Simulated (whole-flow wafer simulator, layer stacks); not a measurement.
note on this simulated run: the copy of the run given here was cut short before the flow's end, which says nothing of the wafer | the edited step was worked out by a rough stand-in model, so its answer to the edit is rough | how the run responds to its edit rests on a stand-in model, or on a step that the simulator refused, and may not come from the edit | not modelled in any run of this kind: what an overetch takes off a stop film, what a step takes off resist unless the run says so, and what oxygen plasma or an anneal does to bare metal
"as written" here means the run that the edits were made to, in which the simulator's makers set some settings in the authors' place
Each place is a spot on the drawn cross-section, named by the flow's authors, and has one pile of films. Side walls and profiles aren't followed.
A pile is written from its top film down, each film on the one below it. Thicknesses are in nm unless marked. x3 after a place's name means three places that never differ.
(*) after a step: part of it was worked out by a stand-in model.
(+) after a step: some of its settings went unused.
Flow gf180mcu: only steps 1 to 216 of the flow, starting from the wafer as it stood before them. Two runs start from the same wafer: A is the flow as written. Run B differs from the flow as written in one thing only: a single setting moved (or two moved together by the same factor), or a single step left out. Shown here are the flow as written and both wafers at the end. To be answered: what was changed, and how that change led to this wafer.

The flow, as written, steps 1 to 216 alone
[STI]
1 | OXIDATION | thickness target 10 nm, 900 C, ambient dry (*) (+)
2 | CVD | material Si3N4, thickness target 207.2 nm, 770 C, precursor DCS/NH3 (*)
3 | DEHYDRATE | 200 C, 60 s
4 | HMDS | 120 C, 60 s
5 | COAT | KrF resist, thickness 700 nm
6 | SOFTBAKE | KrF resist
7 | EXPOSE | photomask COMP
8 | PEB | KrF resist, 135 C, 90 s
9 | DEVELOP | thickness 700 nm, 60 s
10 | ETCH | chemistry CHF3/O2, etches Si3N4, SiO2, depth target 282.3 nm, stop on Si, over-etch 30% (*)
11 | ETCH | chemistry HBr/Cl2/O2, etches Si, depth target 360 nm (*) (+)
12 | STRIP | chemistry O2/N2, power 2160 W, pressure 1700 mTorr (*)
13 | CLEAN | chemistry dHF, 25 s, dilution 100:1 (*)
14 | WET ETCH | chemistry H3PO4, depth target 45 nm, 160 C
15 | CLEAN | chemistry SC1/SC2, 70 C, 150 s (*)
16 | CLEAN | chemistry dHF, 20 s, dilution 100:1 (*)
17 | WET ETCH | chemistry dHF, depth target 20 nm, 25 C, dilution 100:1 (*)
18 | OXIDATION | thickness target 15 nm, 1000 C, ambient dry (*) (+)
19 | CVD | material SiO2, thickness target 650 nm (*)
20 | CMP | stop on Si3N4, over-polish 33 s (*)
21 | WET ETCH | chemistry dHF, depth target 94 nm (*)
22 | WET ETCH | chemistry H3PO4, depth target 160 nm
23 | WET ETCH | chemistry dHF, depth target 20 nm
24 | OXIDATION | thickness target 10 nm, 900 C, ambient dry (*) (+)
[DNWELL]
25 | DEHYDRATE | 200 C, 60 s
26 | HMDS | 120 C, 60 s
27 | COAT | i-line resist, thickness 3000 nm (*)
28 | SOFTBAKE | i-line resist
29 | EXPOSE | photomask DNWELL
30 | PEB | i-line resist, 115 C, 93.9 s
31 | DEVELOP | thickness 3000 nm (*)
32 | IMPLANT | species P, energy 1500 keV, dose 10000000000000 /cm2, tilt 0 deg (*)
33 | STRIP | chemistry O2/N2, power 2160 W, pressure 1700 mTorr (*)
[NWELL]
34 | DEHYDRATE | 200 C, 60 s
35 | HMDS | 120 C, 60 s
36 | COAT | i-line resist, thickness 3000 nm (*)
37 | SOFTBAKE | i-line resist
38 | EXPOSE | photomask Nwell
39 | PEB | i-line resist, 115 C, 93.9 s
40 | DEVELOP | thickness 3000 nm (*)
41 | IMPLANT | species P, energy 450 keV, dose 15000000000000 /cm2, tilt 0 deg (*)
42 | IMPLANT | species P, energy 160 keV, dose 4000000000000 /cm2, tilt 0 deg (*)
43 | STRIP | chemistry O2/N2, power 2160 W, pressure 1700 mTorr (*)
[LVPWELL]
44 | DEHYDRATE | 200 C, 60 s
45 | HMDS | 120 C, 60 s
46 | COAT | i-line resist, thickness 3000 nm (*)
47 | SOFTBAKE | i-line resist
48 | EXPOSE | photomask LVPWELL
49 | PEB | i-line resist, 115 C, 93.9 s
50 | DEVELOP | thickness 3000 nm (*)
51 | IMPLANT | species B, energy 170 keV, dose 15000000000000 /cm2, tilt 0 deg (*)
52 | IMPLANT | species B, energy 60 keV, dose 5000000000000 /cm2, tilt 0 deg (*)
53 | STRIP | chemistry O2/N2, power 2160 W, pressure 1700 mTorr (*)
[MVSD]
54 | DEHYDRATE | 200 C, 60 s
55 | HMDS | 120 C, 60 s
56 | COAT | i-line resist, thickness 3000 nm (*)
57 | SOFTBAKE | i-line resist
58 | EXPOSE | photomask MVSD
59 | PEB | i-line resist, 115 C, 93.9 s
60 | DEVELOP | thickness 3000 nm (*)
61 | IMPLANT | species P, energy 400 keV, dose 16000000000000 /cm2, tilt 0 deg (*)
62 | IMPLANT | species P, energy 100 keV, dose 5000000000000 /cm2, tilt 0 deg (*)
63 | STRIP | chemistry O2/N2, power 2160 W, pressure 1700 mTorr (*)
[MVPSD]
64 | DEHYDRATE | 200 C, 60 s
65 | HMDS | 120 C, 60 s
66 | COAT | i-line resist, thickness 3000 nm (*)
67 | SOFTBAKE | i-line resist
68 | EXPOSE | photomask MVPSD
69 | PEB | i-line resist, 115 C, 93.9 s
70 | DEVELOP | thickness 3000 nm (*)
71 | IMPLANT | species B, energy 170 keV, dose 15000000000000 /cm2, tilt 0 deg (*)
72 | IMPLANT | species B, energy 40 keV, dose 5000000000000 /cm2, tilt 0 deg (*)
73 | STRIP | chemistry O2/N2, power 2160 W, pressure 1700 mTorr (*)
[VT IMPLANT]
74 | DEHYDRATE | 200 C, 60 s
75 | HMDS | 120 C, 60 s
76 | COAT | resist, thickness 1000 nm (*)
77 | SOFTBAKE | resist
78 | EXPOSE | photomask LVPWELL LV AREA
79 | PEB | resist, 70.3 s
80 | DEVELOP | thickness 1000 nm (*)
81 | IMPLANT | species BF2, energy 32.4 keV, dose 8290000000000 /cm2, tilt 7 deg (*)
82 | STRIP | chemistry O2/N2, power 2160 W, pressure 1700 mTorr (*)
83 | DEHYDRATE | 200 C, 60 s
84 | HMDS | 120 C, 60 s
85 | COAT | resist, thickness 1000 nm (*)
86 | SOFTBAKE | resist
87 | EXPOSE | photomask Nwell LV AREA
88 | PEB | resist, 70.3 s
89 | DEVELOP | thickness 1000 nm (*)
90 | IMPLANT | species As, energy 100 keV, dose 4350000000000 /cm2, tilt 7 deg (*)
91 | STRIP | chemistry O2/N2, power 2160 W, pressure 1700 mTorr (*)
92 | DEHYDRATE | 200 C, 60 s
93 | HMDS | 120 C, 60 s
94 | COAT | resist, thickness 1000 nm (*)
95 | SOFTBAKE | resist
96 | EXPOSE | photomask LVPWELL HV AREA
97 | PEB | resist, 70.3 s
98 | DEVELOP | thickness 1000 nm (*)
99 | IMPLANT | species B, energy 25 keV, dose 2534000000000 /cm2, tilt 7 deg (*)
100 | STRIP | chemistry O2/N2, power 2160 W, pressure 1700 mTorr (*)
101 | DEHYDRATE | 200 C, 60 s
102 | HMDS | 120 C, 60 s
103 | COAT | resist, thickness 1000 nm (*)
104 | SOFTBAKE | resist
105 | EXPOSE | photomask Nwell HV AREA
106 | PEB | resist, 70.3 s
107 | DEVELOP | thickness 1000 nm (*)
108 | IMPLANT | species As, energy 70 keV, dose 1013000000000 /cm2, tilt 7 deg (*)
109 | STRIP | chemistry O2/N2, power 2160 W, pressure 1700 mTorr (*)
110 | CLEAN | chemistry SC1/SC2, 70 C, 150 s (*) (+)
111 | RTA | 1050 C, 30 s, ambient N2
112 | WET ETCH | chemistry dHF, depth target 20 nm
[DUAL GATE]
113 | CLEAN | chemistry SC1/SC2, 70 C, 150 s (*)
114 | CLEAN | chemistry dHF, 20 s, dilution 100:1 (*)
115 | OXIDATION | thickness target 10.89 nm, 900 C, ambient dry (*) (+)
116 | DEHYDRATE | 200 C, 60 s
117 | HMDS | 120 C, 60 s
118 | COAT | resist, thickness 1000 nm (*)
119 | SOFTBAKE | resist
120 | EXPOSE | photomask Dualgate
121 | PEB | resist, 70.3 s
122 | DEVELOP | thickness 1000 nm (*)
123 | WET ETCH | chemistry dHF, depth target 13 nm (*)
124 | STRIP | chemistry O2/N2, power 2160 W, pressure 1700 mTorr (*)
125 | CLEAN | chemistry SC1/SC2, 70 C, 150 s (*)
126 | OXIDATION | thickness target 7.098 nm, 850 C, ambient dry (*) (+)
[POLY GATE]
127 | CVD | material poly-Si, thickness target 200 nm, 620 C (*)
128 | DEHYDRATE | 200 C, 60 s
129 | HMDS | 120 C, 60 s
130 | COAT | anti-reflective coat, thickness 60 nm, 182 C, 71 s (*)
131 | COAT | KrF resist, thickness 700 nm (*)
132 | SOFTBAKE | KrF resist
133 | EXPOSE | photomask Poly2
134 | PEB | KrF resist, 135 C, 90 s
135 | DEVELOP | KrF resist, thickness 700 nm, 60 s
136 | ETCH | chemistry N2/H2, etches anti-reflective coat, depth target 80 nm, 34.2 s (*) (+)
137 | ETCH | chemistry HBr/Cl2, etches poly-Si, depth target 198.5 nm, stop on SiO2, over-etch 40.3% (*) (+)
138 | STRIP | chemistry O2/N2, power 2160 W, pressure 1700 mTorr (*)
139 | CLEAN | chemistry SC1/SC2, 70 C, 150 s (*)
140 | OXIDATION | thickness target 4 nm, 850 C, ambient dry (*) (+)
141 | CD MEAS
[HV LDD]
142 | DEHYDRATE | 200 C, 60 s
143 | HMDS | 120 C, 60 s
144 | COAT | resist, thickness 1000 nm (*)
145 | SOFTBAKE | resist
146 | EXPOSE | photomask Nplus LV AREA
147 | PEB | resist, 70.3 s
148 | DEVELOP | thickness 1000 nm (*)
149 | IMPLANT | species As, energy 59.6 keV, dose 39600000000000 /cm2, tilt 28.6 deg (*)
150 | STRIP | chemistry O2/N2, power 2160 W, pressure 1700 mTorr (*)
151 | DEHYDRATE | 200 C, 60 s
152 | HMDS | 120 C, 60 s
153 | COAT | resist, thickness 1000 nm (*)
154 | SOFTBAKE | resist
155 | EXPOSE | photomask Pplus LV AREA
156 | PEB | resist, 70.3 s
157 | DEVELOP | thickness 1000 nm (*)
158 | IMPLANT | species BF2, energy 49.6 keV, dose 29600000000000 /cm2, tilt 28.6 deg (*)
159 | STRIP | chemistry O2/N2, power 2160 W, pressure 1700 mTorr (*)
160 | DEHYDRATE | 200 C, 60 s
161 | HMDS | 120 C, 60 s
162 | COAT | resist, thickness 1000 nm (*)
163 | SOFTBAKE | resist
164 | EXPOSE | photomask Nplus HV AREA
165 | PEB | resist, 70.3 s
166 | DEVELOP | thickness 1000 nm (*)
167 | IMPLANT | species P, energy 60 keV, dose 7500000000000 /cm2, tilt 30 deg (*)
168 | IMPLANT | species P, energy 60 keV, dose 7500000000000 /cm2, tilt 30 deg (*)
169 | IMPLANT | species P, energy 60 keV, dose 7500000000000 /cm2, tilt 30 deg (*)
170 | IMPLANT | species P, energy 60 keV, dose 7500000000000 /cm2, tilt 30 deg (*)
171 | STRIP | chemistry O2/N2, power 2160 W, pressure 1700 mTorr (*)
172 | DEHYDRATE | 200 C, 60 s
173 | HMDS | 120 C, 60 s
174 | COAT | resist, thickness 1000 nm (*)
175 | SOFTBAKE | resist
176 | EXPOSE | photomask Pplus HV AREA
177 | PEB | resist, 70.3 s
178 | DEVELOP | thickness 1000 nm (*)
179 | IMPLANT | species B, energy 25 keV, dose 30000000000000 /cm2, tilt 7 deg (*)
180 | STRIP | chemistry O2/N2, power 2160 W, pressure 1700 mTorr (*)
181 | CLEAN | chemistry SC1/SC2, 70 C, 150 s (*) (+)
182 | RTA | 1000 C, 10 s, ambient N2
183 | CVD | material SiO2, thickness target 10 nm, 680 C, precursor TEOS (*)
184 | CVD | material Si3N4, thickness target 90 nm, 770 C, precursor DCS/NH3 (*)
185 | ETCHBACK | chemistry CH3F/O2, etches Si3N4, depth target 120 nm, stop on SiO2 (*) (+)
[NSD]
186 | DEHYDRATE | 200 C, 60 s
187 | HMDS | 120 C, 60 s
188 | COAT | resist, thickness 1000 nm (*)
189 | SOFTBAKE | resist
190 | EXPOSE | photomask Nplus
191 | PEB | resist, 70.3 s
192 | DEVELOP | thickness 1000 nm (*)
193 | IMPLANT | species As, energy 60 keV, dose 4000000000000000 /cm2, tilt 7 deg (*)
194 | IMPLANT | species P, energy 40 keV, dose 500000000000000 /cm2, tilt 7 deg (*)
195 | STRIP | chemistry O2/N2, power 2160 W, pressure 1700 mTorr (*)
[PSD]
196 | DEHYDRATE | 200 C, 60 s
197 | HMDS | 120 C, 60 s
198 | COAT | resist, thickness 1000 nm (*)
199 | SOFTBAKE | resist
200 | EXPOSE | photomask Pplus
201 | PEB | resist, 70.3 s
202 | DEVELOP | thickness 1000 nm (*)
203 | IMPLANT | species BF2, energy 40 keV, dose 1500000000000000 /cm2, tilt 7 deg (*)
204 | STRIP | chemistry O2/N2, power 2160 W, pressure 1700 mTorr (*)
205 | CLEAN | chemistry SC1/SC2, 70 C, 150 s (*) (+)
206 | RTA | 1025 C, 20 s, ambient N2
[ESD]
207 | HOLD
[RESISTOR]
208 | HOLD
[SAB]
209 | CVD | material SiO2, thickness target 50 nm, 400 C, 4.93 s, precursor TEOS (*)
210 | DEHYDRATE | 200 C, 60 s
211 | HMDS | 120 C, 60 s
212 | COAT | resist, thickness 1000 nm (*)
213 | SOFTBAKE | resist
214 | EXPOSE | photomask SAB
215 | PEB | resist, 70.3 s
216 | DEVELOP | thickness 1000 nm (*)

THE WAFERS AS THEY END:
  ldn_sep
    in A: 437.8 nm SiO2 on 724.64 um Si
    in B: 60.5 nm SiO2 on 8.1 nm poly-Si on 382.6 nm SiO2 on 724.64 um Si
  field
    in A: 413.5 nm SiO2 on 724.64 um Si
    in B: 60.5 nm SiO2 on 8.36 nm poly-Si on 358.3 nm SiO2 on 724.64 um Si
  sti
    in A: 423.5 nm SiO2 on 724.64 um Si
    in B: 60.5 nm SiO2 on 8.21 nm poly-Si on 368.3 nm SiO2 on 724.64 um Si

What caused this: step 127, CVD: thickness target 290 nm was run, while the flow as written has thickness target 200 nm.

How this came from the change, step by step:
  127 | CVD | material poly-Si, thickness target 200 nm, 620 C (*)
      field, field__w1, field__w2 and 89 more: A poly-Si gains 200 (new film) | B poly-Si gains 290 (new film)
  137 | ETCH | chemistry HBr/Cl2, etches poly-Si, depth target 198.5 nm, stop on SiO2, over-etch 40.3% (*) (+)
      field__w3, field__w12, field_sub and 14 more: A poly-Si loses 199 (all of it), SiO2 loses 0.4 | B poly-Si loses 278.5
      field__w6, sti, m1 and 11 more: A poly-Si loses 198.8 (all of it), SiO2 loses 0.4 | B poly-Si loses 278.5
      (as well as at 33 more places)
  138 | STRIP | chemistry O2/N2, power 2160 W, pressure 1700 mTorr (*)
      field, field__w1, field__w2 and 61 more: A nothing | B chemical SiO2 gains 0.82 (new film), poly-Si loses 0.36
  139 | CLEAN | chemistry SC1/SC2, 70 C, 150 s (*)
      field, field__w1, field__w2 and 34 more: A SiO2 loses 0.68 | B chemical SiO2 loses 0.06, poly-Si loses 0.27
  140 | OXIDATION | thickness target 4 nm, 850 C, ambient dry (*) (+)
      field, field__w1, field__w2 and 21 more: A SiO2 gains 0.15, Si loses 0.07 | B SiO2 gains 4 (new film), chemical SiO2 loses 0.76 (all of it), poly-Si loses 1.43
      active_hv, active_nat, ld_sd_n and 11 more: A SiO2 gains 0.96, Si loses 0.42 | B SiO2 gains 4 (new film), chemical SiO2 loses 0.76 (all of it), poly-Si loses 1.43
      (as well as at 26 more places)
  144 | COAT | resist, thickness 1000 nm (*)
      polyc_n, polyc_p: A resist gains 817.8 (new film) | B resist gains 753.9 (new film)
      field_sub__w4: A resist gains 1047.7 (new film) | B resist gains 1070.5 (new film)
      (as well as at 30 more places)
  145 | SOFTBAKE | resist
      field: A resist loses 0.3 | B resist gains 3.68
      active_hv: A resist gains 0.44 | B resist loses 1.47
      (as well as at 74 more places)
  147 | PEB | resist, 70.3 s
      polyc_n, polyc_n_rim, polyc_p, polyc_p_rim: A resist loses 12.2 | B resist loses 11
      ldn_ch, ldn_acc, ldp_ch, ldp_acc: A resist loses 13 | B resist loses 11.9
      (as well as at 27 more places)
  148 | DEVELOP | thickness 1000 nm (*)
      gate: A resist loses 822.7 (all of it) | B resist loses 758.4 (all of it)
      npoly_u: A resist loses 821.5 (all of it) | B resist loses 759.2 (all of it)
      (as well as at 3 more places)
  150 | STRIP | chemistry O2/N2, power 2160 W, pressure 1700 mTorr (*)
      field: A resist loses 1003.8 (all of it) | B resist loses 1027.7 (all of it)
      field_sub__w4: A resist loses 1030.9 (all of it) | B resist loses 1053.3 (all of it)
      (as well as at 26 more places)
  153 | COAT | resist, thickness 1000 nm (*)
      polyc_n, polyc_p: A resist gains 817.8 (new film) | B resist gains 753.9 (new film)
      field_sub__w4: A resist gains 1047.7 (new film) | B resist gains 1070.5 (new film)
      (as well as at 30 more places)
  154 | SOFTBAKE | resist
      field: A resist loses 0.3 | B resist gains 3.68
      active_hv: A resist gains 0.44 | B resist loses 1.47
      (as well as at 74 more places)
  156 | PEB | resist, 70.3 s
      polyc_n, polyc_n_rim, polyc_p, polyc_p_rim: A resist loses 12.2 | B resist loses 11
      ldn_ch, ldn_acc, ldp_ch, ldp_acc: A resist loses 13 | B resist loses 11.9
      (as well as at 27 more places)
  157 | DEVELOP | thickness 1000 nm (*)
      gate_p: A resist loses 828.7 (all of it) | B resist loses 765.8 (all of it)
      ppoly_u: A resist loses 827 (all of it) | B resist loses 767 (all of it)
      (as well as at 3 more places)
  159 | STRIP | chemistry O2/N2, power 2160 W, pressure 1700 mTorr (*)
      field: A resist loses 1003.8 (all of it) | B resist loses 1027.7 (all of it)
      field_sub__w4: A resist loses 1030.9 (all of it) | B resist loses 1053.3 (all of it)
      (as well as at 26 more places)
  162 | COAT | resist, thickness 1000 nm (*)
      polyc_n, polyc_p: A resist gains 817.8 (new film) | B resist gains 753.9 (new film)
      field_sub__w4: A resist gains 1047.7 (new film) | B resist gains 1070.5 (new film)
      (as well as at 30 more places)
  ... 23 further steps ...
  216 | DEVELOP | thickness 1000 nm (*)
      field__w2: A resist loses 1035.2 (all of it) | B resist loses 1059 (all of it)
      field__w3: A resist loses 1049.4 (all of it) | B resist loses 1072.8 (all of it)
      (as well as at 44 more places)
